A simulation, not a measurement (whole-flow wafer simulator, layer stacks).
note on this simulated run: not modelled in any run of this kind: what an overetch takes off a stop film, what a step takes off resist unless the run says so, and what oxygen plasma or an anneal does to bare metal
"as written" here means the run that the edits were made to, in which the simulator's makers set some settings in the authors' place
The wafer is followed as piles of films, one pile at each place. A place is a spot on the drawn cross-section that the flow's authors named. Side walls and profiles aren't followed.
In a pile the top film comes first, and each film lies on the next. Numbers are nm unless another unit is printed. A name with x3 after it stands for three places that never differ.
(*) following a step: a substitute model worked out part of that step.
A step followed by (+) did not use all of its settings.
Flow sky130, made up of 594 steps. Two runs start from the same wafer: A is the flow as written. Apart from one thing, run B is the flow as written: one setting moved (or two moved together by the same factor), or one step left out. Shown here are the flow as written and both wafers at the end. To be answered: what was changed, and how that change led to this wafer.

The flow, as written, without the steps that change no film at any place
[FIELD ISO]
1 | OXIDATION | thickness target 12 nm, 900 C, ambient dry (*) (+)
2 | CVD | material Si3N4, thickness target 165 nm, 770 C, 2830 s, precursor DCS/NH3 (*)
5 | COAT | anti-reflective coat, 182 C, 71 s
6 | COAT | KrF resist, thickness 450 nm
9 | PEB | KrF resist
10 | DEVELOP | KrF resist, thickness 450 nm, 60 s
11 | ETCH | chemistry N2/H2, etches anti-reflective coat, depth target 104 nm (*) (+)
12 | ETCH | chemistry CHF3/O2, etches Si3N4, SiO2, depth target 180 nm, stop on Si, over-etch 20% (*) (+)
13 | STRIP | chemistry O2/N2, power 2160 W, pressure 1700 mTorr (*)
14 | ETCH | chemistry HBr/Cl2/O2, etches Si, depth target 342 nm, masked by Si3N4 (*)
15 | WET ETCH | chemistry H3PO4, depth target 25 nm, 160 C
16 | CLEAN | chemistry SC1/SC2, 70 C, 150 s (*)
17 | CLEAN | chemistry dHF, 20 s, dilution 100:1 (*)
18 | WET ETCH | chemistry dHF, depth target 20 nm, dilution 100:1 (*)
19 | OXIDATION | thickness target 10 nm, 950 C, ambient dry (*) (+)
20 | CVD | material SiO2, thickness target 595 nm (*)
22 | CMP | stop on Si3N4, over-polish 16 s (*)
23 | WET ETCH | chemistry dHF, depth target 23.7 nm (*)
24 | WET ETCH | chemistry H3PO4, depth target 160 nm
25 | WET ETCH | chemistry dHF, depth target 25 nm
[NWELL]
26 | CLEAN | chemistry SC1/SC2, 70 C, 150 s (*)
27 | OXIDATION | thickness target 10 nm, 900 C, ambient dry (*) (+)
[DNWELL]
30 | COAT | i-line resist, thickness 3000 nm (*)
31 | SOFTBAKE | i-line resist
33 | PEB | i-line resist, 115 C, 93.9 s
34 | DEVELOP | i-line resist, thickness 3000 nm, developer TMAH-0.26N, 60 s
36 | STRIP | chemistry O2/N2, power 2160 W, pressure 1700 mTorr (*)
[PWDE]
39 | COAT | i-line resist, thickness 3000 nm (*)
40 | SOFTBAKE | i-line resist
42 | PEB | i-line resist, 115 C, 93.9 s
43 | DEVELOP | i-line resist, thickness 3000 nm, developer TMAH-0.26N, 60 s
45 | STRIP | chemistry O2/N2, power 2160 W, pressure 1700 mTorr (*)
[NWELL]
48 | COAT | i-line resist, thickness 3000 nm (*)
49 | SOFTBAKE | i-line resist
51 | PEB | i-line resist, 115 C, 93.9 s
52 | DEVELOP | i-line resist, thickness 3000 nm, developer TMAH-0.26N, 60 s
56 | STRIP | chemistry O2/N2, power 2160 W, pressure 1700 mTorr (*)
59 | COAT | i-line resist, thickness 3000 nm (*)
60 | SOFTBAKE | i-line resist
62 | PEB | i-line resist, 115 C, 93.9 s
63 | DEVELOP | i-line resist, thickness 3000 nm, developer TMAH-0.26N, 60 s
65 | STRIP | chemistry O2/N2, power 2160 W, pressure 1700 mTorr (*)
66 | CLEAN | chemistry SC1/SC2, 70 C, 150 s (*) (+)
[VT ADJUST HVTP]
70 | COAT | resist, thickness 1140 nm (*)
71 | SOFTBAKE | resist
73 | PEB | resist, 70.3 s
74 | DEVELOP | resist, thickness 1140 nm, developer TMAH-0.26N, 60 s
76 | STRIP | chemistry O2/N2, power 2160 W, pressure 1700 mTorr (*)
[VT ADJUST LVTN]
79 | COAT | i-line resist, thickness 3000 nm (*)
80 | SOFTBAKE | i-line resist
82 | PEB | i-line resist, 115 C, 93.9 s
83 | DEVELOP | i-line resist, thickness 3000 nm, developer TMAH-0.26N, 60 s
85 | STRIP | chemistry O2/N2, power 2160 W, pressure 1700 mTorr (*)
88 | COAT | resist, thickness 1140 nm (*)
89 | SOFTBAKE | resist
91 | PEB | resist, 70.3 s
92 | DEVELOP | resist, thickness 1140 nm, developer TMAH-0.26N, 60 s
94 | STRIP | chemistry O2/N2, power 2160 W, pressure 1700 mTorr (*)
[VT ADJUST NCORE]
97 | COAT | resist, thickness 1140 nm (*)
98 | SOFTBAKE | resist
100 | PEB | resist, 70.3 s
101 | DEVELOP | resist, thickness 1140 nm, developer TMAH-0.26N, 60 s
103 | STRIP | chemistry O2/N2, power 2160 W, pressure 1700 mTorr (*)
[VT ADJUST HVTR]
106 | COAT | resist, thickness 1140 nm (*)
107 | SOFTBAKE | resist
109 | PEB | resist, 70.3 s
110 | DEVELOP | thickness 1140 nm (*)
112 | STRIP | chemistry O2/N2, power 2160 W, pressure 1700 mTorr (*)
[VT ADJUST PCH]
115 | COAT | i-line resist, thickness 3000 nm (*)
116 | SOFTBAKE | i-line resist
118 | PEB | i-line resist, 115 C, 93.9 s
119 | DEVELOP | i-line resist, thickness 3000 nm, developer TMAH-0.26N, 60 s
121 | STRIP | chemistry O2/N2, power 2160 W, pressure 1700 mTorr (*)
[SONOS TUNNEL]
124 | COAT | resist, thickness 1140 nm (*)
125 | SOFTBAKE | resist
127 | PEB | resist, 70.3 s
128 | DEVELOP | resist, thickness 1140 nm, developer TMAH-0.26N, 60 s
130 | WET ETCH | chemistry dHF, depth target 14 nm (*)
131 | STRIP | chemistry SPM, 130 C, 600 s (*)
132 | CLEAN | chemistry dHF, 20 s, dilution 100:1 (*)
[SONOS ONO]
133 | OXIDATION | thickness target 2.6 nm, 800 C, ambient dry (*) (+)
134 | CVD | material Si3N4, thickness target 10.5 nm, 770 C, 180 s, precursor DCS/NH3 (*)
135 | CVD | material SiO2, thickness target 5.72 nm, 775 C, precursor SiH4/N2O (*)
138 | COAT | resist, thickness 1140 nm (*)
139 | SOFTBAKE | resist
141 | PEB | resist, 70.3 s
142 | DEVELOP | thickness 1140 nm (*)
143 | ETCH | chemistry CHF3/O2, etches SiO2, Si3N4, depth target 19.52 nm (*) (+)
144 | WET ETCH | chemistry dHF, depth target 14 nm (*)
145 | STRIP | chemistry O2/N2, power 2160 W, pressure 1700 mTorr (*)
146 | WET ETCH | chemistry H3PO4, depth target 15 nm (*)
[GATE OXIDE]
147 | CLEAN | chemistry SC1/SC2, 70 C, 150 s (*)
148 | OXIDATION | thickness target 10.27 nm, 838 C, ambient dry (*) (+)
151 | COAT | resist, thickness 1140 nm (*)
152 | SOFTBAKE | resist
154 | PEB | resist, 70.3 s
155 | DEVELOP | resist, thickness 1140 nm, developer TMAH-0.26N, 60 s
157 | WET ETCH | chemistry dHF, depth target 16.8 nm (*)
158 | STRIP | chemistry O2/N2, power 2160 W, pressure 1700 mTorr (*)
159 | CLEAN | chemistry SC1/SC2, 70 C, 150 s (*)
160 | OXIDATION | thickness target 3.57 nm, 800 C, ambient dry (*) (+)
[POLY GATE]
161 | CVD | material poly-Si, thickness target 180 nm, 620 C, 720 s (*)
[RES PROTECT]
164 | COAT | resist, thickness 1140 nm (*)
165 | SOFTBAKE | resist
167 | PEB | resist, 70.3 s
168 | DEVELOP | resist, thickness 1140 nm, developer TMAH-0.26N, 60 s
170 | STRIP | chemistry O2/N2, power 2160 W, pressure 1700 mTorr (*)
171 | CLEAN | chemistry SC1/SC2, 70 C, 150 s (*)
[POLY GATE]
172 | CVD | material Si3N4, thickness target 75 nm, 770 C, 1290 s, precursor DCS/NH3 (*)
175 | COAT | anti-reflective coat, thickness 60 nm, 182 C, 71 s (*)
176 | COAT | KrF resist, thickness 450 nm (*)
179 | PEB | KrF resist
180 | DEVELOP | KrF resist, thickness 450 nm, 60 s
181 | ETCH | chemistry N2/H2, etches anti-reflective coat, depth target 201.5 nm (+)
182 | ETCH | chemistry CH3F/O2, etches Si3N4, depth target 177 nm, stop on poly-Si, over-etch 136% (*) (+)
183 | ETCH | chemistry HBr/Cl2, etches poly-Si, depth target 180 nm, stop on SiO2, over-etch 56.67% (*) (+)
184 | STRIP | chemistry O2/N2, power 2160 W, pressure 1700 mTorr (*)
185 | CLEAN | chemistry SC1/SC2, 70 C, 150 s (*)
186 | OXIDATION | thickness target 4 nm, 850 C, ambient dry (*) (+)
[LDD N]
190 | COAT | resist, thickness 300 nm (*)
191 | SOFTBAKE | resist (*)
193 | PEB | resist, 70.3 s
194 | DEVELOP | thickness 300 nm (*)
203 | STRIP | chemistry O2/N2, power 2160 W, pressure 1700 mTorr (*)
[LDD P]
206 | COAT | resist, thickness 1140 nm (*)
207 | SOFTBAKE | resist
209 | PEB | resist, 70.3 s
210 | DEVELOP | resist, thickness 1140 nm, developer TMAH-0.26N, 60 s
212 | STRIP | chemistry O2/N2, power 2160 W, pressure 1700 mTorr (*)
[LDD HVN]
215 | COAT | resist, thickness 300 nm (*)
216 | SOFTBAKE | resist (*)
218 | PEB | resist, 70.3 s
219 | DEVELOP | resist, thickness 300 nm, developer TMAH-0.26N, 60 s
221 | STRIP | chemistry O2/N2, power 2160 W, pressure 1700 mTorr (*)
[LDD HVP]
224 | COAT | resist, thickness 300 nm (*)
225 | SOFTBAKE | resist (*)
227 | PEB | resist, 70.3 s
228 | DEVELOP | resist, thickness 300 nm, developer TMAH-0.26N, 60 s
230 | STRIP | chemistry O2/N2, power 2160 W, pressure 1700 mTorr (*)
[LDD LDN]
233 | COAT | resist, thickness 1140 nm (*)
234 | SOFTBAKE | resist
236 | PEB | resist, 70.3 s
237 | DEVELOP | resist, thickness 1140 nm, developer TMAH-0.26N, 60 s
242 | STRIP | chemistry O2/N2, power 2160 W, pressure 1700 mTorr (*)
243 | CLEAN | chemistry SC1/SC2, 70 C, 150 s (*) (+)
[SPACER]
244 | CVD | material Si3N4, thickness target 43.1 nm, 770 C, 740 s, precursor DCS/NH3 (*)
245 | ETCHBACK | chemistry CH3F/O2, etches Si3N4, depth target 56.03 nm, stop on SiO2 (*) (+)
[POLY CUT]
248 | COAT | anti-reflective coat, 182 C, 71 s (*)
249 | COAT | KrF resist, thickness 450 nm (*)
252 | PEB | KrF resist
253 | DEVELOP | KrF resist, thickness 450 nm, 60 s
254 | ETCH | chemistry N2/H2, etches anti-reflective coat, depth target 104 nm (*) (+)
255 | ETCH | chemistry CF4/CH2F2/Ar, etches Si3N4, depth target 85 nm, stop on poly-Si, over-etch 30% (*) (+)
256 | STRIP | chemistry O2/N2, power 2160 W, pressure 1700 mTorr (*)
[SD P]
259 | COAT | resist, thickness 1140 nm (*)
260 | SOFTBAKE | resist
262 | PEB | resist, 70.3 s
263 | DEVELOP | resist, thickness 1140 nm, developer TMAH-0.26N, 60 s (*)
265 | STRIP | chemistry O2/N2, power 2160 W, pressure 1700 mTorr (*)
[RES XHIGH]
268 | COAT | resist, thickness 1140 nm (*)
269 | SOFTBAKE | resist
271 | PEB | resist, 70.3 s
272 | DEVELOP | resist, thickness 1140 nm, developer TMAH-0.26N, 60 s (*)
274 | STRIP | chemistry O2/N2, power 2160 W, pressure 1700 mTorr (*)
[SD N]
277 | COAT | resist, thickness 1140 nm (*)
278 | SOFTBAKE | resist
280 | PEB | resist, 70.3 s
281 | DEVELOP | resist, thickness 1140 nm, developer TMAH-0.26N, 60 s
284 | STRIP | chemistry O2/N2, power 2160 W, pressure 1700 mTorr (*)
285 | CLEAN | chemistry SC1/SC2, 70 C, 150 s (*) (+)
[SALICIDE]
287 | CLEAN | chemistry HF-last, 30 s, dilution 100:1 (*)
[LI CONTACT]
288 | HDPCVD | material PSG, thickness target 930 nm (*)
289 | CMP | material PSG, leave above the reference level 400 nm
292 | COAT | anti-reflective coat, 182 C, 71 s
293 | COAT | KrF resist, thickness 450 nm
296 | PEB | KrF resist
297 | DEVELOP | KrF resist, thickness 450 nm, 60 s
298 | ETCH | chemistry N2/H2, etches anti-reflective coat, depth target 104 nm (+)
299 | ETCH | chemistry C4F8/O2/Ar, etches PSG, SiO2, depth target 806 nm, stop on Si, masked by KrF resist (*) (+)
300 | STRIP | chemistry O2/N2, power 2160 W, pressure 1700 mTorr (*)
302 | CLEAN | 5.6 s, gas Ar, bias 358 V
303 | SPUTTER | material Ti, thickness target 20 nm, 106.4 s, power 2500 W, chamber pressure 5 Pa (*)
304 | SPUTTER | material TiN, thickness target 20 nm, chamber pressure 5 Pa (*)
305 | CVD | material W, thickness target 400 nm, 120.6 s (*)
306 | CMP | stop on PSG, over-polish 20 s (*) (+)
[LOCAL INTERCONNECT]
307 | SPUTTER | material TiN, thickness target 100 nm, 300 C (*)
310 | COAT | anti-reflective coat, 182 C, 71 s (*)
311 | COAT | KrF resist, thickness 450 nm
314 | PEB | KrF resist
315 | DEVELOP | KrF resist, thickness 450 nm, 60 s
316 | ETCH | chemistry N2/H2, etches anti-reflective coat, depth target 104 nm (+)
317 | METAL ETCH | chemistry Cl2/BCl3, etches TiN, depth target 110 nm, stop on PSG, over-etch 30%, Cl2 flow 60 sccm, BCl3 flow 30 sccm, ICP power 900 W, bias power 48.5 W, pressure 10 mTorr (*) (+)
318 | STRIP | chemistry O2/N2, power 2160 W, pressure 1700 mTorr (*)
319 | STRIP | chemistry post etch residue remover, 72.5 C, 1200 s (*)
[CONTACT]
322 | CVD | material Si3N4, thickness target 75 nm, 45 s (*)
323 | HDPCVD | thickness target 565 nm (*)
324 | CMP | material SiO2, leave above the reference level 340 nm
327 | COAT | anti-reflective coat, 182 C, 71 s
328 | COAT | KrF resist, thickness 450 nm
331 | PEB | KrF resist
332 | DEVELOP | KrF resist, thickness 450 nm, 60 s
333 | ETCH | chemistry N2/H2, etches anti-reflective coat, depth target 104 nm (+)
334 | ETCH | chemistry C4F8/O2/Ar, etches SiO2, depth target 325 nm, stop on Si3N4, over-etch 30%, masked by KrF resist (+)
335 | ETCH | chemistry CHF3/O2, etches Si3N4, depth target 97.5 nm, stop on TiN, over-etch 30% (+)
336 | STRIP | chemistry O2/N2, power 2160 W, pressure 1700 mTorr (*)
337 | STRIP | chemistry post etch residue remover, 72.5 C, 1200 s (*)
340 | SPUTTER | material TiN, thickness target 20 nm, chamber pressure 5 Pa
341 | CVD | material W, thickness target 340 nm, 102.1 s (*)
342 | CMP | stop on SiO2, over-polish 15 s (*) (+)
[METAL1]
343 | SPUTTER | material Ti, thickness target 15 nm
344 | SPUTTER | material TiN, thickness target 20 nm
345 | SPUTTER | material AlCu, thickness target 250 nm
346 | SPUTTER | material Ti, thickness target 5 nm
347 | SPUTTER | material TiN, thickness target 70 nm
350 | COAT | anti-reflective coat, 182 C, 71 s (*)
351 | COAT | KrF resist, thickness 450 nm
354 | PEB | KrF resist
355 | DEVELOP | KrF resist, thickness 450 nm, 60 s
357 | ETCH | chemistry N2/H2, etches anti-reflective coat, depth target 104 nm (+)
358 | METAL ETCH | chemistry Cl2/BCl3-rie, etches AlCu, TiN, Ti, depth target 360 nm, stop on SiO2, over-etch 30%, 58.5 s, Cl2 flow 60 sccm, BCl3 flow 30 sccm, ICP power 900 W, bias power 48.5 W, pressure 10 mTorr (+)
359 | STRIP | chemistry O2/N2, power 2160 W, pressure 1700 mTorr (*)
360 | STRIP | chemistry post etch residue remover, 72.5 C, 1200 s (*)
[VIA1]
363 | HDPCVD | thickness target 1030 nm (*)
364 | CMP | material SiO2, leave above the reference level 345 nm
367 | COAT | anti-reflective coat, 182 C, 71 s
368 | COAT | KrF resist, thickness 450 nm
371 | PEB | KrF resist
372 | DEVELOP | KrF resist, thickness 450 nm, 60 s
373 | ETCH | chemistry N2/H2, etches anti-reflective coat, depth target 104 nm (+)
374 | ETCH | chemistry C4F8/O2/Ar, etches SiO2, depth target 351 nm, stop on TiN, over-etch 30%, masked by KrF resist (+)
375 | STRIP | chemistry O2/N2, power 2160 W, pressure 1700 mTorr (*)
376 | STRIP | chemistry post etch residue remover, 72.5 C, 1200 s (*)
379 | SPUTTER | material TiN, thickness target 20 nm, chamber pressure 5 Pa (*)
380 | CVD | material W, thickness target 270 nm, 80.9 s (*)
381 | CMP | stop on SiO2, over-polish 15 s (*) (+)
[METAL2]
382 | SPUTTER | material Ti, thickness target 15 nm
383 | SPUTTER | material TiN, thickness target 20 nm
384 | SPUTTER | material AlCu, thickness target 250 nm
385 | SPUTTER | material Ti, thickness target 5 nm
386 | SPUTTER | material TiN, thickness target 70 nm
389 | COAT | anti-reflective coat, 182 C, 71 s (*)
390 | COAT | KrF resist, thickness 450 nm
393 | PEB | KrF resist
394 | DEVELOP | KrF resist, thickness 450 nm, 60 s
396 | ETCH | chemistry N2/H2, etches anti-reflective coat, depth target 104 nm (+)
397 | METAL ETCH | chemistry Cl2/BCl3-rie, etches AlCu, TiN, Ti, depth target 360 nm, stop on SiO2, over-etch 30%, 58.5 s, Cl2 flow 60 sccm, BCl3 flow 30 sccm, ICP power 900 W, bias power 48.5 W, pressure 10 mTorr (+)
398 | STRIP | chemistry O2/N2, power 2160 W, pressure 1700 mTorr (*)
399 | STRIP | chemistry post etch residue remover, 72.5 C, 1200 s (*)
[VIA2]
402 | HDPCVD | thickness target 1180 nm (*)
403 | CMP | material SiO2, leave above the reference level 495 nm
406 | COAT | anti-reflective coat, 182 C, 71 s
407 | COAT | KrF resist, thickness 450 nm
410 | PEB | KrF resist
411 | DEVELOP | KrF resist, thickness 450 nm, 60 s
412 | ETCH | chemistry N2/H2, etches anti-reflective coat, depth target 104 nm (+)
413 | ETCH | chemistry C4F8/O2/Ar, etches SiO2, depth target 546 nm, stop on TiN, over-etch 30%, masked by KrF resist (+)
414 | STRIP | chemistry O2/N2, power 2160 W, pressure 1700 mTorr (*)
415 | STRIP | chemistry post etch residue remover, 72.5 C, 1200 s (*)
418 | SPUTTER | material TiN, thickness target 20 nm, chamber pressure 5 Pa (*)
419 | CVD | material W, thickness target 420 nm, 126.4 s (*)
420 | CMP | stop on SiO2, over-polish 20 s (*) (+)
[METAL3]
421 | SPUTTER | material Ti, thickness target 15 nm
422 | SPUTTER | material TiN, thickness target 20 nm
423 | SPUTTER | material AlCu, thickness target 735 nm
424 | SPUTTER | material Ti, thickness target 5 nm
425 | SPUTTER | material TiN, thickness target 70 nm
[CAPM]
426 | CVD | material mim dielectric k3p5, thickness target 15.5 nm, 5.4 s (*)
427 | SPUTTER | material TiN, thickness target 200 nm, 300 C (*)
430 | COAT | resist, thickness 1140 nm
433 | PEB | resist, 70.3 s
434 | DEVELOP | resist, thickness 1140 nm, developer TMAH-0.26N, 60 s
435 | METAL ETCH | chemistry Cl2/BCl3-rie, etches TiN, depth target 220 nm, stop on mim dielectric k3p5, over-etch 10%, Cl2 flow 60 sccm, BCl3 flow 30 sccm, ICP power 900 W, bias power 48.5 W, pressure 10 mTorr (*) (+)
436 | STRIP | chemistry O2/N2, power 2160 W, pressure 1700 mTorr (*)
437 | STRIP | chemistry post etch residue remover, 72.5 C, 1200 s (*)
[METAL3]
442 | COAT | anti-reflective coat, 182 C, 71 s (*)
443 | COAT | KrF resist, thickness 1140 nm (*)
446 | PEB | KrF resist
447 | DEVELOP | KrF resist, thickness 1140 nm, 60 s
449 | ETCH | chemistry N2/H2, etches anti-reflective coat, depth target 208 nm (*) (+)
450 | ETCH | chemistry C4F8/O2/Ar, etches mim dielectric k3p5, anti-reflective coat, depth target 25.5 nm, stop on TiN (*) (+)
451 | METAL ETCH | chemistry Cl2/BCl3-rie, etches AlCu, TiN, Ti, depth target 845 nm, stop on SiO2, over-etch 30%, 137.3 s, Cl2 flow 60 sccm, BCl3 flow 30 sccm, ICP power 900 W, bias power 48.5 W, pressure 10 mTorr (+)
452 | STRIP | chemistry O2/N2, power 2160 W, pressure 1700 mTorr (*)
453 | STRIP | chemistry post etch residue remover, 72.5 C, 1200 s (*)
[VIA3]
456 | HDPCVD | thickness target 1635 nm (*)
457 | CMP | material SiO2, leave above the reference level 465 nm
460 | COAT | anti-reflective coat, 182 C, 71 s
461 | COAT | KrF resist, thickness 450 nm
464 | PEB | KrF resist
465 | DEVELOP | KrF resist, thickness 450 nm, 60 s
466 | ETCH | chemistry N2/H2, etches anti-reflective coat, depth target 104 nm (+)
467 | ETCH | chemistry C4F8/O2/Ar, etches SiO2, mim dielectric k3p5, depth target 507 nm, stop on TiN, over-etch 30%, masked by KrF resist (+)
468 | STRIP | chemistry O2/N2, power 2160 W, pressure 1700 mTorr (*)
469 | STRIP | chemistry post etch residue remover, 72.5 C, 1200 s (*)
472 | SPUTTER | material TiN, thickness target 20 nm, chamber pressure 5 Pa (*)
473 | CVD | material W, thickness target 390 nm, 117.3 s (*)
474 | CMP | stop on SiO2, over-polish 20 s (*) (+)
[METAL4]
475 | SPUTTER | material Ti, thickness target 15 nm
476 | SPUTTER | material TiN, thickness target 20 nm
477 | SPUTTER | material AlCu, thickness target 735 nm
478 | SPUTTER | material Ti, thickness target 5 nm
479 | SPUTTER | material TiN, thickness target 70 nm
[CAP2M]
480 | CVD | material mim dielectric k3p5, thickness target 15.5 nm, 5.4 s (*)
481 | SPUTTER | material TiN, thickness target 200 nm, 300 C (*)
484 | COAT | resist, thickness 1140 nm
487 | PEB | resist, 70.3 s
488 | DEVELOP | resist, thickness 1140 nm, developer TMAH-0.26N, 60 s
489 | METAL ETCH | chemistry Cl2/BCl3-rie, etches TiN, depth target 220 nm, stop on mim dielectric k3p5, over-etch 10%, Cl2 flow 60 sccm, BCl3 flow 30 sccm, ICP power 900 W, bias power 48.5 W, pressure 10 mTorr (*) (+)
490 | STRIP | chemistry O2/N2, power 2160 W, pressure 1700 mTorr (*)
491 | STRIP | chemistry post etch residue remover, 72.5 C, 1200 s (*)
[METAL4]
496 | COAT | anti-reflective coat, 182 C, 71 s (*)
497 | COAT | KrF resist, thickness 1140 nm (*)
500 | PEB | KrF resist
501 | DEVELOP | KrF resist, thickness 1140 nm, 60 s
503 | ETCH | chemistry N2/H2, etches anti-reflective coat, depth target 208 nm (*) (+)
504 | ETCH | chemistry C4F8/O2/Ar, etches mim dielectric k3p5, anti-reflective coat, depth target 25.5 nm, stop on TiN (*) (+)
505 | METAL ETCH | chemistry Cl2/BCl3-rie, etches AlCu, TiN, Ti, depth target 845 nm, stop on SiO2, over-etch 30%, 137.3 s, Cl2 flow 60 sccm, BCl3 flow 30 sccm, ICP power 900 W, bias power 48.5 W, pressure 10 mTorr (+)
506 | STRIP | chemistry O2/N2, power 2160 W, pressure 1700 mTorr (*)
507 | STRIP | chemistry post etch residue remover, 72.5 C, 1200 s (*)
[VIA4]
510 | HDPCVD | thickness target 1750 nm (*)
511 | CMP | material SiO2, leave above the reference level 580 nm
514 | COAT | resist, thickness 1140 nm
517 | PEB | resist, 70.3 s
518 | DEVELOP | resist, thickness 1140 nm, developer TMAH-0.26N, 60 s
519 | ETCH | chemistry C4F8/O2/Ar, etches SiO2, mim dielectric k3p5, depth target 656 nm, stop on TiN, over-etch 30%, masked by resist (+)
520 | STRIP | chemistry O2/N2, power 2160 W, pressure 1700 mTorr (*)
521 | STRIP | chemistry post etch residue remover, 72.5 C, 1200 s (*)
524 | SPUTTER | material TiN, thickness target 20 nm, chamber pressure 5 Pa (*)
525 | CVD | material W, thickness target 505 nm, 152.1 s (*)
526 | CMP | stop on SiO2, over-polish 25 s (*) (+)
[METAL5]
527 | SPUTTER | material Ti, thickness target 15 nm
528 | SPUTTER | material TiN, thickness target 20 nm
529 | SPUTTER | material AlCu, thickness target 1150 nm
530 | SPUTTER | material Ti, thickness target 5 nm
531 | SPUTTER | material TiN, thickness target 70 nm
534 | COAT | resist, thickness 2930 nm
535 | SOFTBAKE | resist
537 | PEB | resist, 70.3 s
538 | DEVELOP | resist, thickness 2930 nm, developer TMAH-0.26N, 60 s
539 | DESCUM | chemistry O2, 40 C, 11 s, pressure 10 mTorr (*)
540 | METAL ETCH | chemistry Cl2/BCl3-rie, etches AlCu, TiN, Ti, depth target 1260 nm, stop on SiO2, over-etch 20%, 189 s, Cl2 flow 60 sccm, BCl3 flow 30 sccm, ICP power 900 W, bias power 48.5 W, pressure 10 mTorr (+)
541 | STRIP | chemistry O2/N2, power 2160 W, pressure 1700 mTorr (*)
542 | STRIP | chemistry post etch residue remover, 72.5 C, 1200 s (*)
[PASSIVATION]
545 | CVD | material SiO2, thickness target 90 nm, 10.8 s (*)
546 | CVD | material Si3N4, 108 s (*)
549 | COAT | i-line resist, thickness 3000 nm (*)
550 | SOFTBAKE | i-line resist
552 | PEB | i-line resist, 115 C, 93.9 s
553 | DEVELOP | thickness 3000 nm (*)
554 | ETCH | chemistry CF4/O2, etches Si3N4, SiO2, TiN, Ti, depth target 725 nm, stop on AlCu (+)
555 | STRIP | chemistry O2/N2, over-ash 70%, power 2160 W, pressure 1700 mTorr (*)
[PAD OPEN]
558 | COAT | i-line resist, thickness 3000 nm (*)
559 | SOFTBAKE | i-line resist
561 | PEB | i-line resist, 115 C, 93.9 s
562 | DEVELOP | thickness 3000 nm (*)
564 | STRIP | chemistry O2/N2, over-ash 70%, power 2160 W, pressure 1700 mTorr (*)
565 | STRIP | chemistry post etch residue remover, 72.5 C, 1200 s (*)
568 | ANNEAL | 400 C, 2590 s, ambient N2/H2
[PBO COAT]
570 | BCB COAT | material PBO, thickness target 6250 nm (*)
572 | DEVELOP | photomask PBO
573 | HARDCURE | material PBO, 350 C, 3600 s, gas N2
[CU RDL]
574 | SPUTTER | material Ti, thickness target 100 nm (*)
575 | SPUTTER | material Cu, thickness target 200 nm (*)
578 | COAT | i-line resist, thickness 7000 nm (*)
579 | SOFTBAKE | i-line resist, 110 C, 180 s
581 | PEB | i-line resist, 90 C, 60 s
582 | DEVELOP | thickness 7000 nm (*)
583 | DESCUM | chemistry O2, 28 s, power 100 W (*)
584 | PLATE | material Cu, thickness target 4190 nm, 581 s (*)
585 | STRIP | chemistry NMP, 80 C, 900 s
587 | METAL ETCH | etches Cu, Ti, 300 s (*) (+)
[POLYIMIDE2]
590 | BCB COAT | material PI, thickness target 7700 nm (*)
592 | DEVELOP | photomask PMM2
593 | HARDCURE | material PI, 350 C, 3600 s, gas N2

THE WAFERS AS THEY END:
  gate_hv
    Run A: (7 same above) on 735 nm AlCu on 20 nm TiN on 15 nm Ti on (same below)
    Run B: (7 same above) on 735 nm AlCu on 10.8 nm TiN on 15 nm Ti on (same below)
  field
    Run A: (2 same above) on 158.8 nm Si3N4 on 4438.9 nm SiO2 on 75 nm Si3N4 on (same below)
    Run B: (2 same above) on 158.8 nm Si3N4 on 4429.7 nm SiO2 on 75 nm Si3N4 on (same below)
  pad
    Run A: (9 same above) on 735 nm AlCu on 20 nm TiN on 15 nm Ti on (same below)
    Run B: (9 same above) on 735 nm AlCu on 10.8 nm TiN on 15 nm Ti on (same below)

The reason: step 476, SPUTTER: thickness target 10.8 nm was run, while the flow as written has thickness target 20 nm.
The wafer itself shows it: gate_hv has TiN 10.8, and step 476 as written asks for 20 nm.

Step by step, how the change led to this:
  476 | SPUTTER | material TiN, thickness target 20 nm
      field, active, n_well and 189 more: A TiN gains 20 (new film) | B TiN gains 10.8 (new film)
  505 | METAL ETCH | chemistry Cl2/BCl3-rie, etches AlCu, TiN, Ti, depth target 845 nm, stop on SiO2, over-etch 30%, 137.3 s, Cl2 flow 60 sccm, BCl3 flow 30 sccm, ICP power 900 W, bias power 48.5 W, pressure 10 mTorr (+)
      field, gate, spacer and 68 more: A TiN loses 70 (all of it), Ti loses 5 (all of it), AlCu loses 735 (all of it), TiN loses 20 (all of it), Ti loses 15 (all of it), SiO2 loses 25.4 | B TiN loses 70 (all of it), Ti loses 5 (all of it), AlCu loses 735 (all of it), TiN loses 10.8 (all of it), Ti loses 15 (all of it), SiO2 loses 26.3
      active, vpp_iso1, mim_edge_plate and 14 more: A TiN loses 70 (all of it), Ti loses 5 (all of it), AlCu loses 735 (all of it), TiN loses 20 (all of it), Ti loses 15 (all of it), SiO2 loses 25.3 | B TiN loses 70 (all of it), Ti loses 5 (all of it), AlCu loses 735 (all of it), TiN loses 10.8 (all of it), Ti loses 15 (all of it), SiO2 loses 26.3
  511 | CMP | material SiO2, leave above the reference level 580 nm
      field, active, gate and 77 more: A SiO2 loses 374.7 | B SiO2 loses 382.9
      iso_guard__w1, mim_edge_gap, vpp_l1ln, vpp_m3ln, rpm_encl, via2_enc, rpm_encl_psd, iso_guard_nsd_tip: A SiO2 loses 374.6 | B SiO2 loses 382.9
